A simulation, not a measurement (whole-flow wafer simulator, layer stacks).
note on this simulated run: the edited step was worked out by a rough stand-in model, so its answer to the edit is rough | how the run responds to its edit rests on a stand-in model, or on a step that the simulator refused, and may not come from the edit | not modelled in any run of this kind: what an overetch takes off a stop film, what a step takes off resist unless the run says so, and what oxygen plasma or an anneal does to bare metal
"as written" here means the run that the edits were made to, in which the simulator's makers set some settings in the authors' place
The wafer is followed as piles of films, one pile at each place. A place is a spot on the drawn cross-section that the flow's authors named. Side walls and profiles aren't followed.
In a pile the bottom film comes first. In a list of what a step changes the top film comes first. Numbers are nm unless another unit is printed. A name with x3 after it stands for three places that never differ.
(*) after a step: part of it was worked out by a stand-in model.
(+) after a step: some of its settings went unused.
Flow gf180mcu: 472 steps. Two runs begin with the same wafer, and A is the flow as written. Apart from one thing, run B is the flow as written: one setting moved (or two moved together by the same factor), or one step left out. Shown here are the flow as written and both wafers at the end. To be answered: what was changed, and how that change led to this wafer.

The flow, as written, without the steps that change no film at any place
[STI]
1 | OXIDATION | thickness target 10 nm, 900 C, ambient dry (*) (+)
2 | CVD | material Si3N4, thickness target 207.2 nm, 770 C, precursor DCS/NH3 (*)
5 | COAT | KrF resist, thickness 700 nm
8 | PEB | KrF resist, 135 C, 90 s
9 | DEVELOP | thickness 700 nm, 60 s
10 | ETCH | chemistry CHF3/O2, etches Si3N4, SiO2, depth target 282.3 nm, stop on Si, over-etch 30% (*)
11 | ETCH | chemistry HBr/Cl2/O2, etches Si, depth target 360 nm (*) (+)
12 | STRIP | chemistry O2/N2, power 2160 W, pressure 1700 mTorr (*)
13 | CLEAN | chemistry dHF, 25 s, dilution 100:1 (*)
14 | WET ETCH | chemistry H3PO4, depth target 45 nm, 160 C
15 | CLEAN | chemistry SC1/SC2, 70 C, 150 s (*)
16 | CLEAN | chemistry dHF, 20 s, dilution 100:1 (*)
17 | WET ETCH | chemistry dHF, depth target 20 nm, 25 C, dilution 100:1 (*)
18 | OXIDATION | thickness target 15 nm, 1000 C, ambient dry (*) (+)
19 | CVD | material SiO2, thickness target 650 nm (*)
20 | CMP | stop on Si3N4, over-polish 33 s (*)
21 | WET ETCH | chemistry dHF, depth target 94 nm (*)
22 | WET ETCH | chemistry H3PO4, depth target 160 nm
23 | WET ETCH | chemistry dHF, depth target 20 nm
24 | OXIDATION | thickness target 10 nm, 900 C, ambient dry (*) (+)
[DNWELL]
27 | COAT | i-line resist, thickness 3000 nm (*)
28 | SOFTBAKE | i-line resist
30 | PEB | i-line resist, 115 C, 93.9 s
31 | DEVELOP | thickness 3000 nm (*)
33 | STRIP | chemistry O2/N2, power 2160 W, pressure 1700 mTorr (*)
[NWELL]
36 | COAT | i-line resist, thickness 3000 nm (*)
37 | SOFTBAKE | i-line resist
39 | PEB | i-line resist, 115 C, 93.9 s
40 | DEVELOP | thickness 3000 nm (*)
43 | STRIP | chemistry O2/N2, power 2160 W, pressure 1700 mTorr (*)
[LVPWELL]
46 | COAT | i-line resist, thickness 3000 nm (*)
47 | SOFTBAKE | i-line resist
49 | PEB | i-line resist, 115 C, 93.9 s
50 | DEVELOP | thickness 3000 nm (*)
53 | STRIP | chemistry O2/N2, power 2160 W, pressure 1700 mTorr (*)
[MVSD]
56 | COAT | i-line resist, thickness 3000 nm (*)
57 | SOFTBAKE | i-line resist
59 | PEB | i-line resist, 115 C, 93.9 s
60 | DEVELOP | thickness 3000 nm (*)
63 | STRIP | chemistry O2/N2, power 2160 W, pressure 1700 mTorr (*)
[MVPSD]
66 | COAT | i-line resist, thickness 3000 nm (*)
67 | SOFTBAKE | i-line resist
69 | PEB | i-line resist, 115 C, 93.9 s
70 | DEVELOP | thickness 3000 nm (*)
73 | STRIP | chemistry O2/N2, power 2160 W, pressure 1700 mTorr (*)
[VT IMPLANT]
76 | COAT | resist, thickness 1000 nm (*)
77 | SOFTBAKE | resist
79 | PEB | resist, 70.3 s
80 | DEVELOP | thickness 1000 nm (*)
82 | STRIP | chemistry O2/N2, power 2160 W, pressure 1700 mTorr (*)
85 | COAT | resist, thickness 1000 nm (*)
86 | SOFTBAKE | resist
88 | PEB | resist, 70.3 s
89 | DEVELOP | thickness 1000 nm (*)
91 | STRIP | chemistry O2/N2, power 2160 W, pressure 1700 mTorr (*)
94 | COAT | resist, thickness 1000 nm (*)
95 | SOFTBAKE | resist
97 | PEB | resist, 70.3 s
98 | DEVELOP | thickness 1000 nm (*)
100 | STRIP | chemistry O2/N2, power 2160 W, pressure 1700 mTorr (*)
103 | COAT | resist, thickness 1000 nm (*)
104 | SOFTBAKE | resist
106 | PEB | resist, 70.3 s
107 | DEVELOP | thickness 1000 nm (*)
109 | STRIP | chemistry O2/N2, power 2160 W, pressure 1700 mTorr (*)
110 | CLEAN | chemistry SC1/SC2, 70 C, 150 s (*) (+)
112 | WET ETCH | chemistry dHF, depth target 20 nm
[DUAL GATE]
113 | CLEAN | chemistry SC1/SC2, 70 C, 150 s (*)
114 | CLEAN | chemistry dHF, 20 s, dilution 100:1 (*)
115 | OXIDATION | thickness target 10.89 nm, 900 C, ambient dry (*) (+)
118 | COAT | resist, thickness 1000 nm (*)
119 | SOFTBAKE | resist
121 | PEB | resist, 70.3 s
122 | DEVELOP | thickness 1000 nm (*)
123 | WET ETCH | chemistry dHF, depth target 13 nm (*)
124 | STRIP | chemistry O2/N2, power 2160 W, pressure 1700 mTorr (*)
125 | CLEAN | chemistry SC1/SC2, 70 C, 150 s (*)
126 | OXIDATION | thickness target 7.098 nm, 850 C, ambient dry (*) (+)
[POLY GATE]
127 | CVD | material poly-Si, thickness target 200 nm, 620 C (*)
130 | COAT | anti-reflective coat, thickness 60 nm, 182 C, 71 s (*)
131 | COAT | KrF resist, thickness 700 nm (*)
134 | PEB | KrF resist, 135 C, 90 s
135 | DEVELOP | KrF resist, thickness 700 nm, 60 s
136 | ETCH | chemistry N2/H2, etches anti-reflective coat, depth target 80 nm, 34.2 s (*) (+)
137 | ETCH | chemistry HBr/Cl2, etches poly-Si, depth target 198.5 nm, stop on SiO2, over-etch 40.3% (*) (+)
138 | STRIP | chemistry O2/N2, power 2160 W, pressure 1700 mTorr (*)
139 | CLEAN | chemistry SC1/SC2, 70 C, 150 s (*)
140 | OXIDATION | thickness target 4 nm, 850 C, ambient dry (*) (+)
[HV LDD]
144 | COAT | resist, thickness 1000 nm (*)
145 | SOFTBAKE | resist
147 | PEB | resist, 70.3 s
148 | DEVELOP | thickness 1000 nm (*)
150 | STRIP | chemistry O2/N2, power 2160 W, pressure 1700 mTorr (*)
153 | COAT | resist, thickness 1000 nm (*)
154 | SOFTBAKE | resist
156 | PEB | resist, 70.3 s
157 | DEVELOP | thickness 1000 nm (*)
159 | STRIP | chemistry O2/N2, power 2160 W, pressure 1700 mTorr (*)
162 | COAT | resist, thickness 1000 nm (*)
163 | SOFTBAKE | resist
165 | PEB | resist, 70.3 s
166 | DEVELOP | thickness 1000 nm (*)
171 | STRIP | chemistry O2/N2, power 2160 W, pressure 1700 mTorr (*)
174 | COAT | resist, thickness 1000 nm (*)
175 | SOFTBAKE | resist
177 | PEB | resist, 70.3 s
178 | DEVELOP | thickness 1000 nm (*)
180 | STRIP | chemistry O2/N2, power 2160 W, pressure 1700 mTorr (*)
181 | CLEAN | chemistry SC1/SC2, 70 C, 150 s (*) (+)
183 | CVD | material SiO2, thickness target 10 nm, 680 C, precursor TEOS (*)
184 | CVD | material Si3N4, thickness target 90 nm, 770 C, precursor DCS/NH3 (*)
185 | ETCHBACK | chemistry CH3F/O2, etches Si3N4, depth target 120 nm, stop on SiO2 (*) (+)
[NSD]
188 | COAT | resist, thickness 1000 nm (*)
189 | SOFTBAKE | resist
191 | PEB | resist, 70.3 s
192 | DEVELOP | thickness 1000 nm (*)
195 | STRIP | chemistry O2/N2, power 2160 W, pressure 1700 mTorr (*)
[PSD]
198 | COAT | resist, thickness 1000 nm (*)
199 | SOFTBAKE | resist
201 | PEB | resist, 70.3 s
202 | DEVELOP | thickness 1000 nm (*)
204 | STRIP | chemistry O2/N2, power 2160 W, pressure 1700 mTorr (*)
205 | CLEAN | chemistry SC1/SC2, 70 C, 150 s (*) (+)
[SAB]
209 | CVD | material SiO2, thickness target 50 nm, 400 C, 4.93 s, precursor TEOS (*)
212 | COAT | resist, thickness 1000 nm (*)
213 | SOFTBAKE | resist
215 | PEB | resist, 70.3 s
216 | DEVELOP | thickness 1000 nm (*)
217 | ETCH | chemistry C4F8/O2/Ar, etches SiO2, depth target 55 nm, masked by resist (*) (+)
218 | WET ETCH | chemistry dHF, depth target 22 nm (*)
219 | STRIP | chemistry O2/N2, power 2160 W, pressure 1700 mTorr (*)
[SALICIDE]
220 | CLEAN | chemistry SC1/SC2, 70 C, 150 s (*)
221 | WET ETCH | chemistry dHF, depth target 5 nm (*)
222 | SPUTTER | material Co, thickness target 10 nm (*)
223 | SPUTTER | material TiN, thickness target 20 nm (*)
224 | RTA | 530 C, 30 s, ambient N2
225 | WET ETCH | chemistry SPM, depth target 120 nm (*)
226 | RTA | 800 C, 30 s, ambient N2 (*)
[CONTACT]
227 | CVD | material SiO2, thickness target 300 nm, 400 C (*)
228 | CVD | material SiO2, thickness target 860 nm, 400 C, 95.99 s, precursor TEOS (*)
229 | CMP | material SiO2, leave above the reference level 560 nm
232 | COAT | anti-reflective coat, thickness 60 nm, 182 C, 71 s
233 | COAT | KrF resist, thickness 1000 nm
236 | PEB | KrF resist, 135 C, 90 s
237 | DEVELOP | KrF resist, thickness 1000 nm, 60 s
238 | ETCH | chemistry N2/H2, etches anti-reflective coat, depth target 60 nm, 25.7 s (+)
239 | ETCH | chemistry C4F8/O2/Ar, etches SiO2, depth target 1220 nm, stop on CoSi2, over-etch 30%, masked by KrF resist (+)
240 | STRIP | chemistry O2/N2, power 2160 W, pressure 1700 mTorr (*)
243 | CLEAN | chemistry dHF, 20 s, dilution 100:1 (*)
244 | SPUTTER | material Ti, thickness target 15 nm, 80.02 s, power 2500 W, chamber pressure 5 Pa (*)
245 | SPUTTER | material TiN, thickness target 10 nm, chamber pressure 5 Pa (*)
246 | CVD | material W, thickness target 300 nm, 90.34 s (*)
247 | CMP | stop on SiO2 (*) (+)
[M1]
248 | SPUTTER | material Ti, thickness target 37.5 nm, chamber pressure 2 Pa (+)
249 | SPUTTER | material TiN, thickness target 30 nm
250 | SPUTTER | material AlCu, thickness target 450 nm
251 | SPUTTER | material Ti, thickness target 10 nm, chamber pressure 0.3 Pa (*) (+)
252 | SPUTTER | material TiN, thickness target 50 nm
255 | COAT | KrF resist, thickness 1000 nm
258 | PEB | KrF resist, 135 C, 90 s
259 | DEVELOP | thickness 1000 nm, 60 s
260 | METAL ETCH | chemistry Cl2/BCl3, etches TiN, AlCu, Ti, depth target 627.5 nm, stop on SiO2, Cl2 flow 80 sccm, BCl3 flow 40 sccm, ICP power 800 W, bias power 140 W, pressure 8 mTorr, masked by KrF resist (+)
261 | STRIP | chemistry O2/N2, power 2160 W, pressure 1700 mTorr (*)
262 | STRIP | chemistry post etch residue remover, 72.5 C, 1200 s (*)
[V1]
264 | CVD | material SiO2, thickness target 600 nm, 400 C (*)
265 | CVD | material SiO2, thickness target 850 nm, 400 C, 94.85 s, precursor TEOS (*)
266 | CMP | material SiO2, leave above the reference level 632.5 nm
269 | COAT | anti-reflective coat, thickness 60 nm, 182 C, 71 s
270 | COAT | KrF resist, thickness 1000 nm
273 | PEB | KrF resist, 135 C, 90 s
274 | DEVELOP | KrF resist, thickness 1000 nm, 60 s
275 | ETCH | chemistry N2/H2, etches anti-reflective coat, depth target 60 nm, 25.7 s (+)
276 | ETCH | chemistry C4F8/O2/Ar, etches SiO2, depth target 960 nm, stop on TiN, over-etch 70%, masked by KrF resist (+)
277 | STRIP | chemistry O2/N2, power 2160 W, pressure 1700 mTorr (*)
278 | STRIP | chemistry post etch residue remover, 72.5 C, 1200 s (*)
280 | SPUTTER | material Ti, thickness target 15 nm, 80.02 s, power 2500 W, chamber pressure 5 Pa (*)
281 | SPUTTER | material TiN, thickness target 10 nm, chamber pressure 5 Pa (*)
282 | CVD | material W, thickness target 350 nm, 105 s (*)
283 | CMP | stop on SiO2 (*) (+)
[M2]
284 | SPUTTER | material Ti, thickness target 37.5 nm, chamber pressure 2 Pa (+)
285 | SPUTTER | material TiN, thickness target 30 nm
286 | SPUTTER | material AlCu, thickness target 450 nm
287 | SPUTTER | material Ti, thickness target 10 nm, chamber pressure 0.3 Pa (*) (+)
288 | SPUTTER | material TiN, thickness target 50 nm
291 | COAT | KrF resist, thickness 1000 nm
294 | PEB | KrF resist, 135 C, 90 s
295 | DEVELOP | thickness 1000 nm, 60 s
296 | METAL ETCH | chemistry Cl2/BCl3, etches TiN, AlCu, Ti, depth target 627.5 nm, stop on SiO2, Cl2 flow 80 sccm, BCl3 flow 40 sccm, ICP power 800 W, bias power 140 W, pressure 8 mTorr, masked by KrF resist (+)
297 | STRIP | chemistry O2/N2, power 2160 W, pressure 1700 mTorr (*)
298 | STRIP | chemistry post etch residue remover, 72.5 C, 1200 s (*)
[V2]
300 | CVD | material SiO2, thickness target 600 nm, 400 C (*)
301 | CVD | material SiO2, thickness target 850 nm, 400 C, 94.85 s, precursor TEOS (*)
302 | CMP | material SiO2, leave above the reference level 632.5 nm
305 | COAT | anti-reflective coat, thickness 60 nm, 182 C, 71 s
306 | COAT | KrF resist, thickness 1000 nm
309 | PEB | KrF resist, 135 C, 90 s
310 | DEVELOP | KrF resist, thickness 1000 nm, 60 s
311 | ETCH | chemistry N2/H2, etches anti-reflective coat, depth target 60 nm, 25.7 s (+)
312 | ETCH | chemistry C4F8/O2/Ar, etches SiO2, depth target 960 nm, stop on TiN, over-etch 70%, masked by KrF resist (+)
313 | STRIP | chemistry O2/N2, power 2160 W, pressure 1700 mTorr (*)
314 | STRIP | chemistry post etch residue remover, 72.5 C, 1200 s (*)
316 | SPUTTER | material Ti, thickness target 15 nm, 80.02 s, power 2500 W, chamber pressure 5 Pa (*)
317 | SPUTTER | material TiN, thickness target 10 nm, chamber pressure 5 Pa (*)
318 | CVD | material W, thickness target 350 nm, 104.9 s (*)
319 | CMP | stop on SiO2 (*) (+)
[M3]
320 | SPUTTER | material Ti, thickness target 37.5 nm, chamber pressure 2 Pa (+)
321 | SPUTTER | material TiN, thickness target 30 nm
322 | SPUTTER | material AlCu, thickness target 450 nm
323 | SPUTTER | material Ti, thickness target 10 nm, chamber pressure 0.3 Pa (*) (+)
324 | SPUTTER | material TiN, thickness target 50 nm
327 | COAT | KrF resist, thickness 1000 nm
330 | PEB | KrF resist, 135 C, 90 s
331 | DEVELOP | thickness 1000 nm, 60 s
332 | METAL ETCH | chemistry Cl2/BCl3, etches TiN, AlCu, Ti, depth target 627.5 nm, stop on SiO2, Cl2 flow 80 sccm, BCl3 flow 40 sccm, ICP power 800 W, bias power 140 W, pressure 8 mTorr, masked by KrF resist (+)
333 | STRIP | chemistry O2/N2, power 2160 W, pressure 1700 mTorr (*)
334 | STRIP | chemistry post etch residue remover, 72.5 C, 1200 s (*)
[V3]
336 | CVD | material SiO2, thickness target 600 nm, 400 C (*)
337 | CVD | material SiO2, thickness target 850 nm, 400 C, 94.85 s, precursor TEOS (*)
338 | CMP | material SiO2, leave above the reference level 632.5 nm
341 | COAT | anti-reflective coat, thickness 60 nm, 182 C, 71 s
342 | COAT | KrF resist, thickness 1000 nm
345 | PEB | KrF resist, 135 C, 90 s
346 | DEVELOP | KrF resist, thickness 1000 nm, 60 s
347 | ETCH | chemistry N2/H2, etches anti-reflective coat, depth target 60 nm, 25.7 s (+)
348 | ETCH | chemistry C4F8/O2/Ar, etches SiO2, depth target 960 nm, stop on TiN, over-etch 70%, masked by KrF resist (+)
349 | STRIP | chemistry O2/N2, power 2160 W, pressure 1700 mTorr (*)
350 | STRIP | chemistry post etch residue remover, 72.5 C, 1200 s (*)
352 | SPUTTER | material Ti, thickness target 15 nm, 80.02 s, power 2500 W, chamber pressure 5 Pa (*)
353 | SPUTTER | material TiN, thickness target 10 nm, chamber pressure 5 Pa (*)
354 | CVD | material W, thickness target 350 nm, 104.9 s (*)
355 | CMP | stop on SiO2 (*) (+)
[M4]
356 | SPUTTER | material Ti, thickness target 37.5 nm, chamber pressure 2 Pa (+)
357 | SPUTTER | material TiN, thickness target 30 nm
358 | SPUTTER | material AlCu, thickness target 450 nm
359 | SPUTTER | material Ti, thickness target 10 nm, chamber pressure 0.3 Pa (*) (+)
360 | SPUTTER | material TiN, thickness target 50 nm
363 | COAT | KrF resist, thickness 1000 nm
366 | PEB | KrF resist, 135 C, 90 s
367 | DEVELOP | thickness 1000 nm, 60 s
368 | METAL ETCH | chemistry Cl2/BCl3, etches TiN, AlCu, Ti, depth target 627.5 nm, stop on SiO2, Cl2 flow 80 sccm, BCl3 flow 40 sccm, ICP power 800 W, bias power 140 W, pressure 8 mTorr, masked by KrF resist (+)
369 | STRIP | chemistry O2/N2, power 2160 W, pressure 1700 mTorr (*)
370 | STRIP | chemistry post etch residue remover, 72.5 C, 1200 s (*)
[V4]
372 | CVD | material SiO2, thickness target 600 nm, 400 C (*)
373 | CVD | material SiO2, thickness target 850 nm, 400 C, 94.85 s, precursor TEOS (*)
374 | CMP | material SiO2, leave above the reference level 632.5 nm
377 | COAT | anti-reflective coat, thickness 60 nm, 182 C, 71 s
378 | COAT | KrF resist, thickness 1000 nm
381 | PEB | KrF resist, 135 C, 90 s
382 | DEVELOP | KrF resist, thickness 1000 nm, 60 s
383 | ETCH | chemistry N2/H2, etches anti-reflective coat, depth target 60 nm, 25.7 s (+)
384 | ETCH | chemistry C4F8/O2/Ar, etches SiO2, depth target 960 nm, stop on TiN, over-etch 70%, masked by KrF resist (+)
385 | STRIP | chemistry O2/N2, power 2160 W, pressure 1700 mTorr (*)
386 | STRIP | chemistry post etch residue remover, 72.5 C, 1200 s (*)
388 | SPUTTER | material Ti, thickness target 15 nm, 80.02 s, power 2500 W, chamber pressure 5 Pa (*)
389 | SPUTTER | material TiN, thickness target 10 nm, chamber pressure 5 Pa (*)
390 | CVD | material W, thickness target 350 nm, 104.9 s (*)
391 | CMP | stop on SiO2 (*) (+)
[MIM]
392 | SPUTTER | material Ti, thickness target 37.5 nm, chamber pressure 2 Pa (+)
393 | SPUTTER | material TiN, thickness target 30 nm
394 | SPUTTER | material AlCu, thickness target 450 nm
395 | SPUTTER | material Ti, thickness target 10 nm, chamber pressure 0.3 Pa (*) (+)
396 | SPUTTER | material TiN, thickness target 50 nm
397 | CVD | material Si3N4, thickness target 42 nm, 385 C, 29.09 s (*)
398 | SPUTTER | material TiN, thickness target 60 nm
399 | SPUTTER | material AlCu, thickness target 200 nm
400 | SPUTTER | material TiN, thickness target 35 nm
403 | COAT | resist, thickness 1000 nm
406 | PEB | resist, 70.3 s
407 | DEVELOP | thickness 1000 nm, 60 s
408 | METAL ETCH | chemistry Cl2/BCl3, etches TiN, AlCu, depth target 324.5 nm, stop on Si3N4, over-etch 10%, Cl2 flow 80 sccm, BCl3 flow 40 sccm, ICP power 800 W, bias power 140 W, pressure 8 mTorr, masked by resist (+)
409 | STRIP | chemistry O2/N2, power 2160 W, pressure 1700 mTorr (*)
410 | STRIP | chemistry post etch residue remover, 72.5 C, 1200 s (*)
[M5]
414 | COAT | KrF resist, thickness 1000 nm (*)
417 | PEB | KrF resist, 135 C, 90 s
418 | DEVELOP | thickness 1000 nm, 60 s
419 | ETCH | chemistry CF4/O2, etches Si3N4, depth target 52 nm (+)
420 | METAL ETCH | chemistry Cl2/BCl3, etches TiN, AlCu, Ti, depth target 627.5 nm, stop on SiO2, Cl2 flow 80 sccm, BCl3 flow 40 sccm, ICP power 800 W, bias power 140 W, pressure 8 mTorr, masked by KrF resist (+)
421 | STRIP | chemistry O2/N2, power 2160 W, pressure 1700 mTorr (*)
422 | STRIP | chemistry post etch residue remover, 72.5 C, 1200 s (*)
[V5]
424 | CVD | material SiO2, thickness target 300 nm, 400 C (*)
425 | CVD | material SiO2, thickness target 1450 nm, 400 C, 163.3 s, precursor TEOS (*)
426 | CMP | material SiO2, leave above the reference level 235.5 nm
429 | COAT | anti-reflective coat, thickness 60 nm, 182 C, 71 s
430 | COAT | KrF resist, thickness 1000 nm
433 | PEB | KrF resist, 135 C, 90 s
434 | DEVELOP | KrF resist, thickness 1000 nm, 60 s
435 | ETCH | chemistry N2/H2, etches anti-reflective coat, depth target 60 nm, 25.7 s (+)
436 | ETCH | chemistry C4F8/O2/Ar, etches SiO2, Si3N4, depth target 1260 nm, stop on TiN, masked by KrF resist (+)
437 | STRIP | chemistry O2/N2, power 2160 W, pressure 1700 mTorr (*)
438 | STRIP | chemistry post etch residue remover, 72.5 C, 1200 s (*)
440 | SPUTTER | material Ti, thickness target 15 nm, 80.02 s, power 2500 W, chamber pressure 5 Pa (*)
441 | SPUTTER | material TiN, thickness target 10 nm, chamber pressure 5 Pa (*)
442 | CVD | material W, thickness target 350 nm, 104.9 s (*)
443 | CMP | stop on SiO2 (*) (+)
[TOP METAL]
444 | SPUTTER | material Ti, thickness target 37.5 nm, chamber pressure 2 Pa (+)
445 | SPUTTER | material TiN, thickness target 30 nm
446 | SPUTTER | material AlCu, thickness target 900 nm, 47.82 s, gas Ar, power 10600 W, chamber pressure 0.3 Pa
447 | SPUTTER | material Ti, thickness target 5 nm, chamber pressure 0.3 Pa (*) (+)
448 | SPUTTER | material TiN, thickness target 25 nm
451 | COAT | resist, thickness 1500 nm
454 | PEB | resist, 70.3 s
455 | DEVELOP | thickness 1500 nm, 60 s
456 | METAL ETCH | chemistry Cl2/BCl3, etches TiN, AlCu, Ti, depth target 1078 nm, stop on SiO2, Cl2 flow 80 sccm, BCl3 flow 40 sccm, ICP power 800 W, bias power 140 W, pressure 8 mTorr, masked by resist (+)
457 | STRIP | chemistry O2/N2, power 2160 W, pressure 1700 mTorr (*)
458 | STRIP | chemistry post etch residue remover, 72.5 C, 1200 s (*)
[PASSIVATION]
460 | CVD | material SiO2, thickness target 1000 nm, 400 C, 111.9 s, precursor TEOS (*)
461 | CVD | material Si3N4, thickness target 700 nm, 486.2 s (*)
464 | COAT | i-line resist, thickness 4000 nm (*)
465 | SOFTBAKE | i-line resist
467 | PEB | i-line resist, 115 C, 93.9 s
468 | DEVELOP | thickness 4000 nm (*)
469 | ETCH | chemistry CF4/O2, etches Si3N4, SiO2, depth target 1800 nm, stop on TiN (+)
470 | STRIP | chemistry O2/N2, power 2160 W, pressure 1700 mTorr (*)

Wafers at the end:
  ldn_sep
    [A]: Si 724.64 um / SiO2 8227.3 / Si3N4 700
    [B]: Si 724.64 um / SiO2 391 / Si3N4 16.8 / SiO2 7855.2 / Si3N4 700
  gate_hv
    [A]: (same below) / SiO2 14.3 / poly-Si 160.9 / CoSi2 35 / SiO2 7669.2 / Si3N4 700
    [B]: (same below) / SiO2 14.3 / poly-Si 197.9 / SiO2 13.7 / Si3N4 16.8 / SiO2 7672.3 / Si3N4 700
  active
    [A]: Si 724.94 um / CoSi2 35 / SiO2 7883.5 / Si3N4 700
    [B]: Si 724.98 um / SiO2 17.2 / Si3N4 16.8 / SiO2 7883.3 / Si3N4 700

The reason: step 185, ETCHBACK: depth target 69 nm was run, though the flow has depth target 120 nm.

How this came from the change, step by step:
  185 | ETCHBACK | chemistry CH3F/O2, etches Si3N4, depth target 120 nm, stop on SiO2 (*) (+)
      field, field__w1, field__w2 and 100 more: A Si3N4 loses 90 (all of it), SiO2 loses 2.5 | B Si3N4 loses 69
  188 | COAT | resist, thickness 1000 nm (*)
      spacer: A resist gains 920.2 (new film) | B resist gains 943.8 (new film)
  189 | SOFTBAKE | resist
      field__w9: A resist gains 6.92 | B resist loses 3.14
      nw_enc_fld_lv: A resist gains 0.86 | B resist gains 5.57
  192 | DEVELOP | thickness 1000 nm (*)
      spacer: A resist loses 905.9 (all of it) | B resist loses 929 (all of it)
  198 | COAT | resist, thickness 1000 nm (*)
      spacer: A resist gains 920.2 (new film) | B resist gains 943.8 (new film)
  199 | SOFTBAKE | resist
      field__w9: A resist gains 6.92 | B resist loses 3.14
      nw_enc_fld_lv: A resist gains 0.86 | B resist gains 5.57
  204 | STRIP | chemistry O2/N2, power 2160 W, pressure 1700 mTorr (*)
      spacer: A resist loses 905.9 (all of it) | B resist loses 929 (all of it)
  205 | CLEAN | chemistry SC1/SC2, 70 C, 150 s (*) (+)
      field, field__w1, field__w2 and 105 more: A SiO2 loses 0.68 | B Si3N4 loses 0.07
  209 | CVD | material SiO2, thickness target 50 nm, 400 C, 4.93 s, precursor TEOS (*)
      field, field__w7, field__w8 and 73 more: A SiO2 gains 50 | B SiO2 gains 50 (new film)
      field_sub__w1, field_sub__w3, field_sub__w4, field_sub__w5, ld_drift_n: A SiO2 gains 48.9 | B SiO2 gains 48.8 (new film)
      (also at 27 further places)
  212 | COAT | resist, thickness 1000 nm (*)
      spacer: A resist gains 919.4 (new film) | B resist gains 943.4 (new film)
  216 | DEVELOP | thickness 1000 nm (*)
      spacer: A resist loses 905.1 (all of it) | B resist loses 928.6 (all of it)
  217 | ETCH | chemistry C4F8/O2/Ar, etches SiO2, depth target 55 nm, masked by resist (*) (+)
      field, field__w7, field__w8 and 70 more: A SiO2 loses 55 | B SiO2 loses 50 (all of it), Si3N4 loses 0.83
      field_sub__w1, field_sub__w3, field_sub__w4, field_sub__w5, ld_drift_n: A SiO2 loses 55 | B SiO2 loses 48.8 (all of it), Si3N4 loses 1.03
      (also at 21 further places)
  218 | WET ETCH | chemistry dHF, depth target 22 nm (*)
      gate, gate_hv, gate_p and 23 more: A SiO2 loses 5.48 (all of it) | B Si3N4 loses 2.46
      field, field__w10, sti and 14 more: A SiO2 loses 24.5 | B Si3N4 loses 2.46
      (also at 56 further places)
  219 | STRIP | chemistry O2/N2, power 2160 W, pressure 1700 mTorr (*)
      gate, gate_hv, gate_p and 23 more: A chemical SiO2 gains 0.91 (new film), poly-Si loses 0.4 | B nothing
      active, p_well, sd_n and 20 more: A chemical SiO2 gains 0.91 (new film), Si loses 0.4 | B nothing
  220 | CLEAN | chemistry SC1/SC2, 70 C, 150 s (*)
      field, field__w2, field__w7 and 40 more: A SiO2 loses 0.68 | B nothing
      field__w1, field__w3, field__w6, field__w12, m1, nw_enc_fld_lv, nw_enc_fld_lv__w3: A SiO2 loses 0.68 | B Si3N4 loses 0.07
  221 | WET ETCH | chemistry dHF, depth target 5 nm (*)
      active, p_well, gate and 46 more: A chemical SiO2 loses 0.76 (all of it) | B Si3N4 loses 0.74
      field, field__w1, field__w2 and 23 more: A SiO2 loses 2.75 | B Si3N4 loses 0.74
      (also at 24 further places)
  ... 10 further steps ...
  471 | ANNEAL | 400 C, 1800 s, ambient N2/H2
      polyc_n, polyc_p: A nothing | B under 9 films: void gains 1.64 (new film), Ti loses 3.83, TiSi first gains 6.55 (new film), poly-Si loses 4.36
      contact: A nothing | B under 49 films: void gains 1.62 (new film), Ti loses 3.83, TiSi first gains 6.55 (new film), Si loses 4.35
Taking metal films that touch as one body, gate_hv has 0 bodies; the flow as written gives 1 body.
Taking metal films that touch as one body, active has 0 bodies; the flow as written gives 1 body.
